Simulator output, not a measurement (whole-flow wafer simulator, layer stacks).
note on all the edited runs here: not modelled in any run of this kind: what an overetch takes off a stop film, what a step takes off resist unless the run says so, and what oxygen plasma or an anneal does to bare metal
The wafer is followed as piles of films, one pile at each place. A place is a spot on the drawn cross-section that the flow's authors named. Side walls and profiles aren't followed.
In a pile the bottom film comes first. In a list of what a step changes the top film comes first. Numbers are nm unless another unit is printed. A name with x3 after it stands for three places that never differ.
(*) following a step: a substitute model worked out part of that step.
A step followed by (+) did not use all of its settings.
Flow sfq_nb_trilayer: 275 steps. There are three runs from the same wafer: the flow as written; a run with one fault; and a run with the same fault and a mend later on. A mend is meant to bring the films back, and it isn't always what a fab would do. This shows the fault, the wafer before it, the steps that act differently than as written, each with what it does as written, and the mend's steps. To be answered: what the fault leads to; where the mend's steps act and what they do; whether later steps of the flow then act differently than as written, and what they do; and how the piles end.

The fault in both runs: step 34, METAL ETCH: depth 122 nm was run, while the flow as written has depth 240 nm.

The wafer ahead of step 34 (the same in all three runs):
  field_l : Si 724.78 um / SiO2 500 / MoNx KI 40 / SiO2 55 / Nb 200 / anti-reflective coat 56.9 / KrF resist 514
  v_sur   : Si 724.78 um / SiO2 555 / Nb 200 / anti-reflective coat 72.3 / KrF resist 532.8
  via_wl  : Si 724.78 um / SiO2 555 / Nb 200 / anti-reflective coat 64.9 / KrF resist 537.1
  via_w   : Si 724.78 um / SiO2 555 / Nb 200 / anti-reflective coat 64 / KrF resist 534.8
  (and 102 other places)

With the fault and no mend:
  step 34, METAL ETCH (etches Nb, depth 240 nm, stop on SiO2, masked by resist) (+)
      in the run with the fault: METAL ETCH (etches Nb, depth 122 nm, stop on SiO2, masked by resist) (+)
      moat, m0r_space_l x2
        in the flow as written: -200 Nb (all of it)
        in the run with the fault: -122 Nb
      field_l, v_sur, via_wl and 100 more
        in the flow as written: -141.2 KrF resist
        in the run with the fault: -71.8 KrF resist
  Steps later in the flow that act otherwise than as written:
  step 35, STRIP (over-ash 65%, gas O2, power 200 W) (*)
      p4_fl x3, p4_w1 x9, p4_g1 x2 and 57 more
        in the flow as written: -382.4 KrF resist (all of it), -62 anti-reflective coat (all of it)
        in the run with the fault: -451.8 KrF resist (all of it), -62 anti-reflective coat (all of it)
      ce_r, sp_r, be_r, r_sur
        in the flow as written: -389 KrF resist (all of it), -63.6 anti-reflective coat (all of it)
        in the run with the fault: -458.4 KrF resist (all of it), -63.6 anti-reflective coat (all of it)
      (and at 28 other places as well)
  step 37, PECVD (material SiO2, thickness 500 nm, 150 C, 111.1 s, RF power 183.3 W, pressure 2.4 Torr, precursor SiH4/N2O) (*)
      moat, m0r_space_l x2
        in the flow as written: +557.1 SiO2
        in the run with the fault: +500 SiO2 (new film)
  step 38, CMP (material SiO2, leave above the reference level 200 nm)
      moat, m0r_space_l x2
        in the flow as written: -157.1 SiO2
        in the run with the fault: -178 SiO2
  By the end, the piles at moat, m0r_space_l x2 depart from the flow's by more than 2% or 0.5 nm, whichever is larger.
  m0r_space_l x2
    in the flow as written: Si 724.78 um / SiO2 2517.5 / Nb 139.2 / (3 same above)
    in the run with the fault: Si 724.78 um / SiO2 555 / Nb 78 / SiO2 1884.5 / Nb 139.2 / (3 same above)
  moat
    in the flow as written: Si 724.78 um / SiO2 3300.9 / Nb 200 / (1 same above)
    in the run with the fault: Si 724.78 um / SiO2 555 / Nb 78 / SiO2 2667.9 / Nb 200 / (1 same above)

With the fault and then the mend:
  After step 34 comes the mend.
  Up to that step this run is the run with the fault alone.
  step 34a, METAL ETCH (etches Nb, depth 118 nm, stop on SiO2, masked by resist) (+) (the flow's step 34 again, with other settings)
      field_l, v_sur, via_wl and 100 more
        -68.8 KrF resist
      moat, m0r_space_l x2
        -78 Nb (all of it)
  Every later step of the flow that is run acts as written, at every place that is followed, to within 2% or 0.5 nm, whichever is larger.
  The piles end the same as the flow's at every place that both follow.
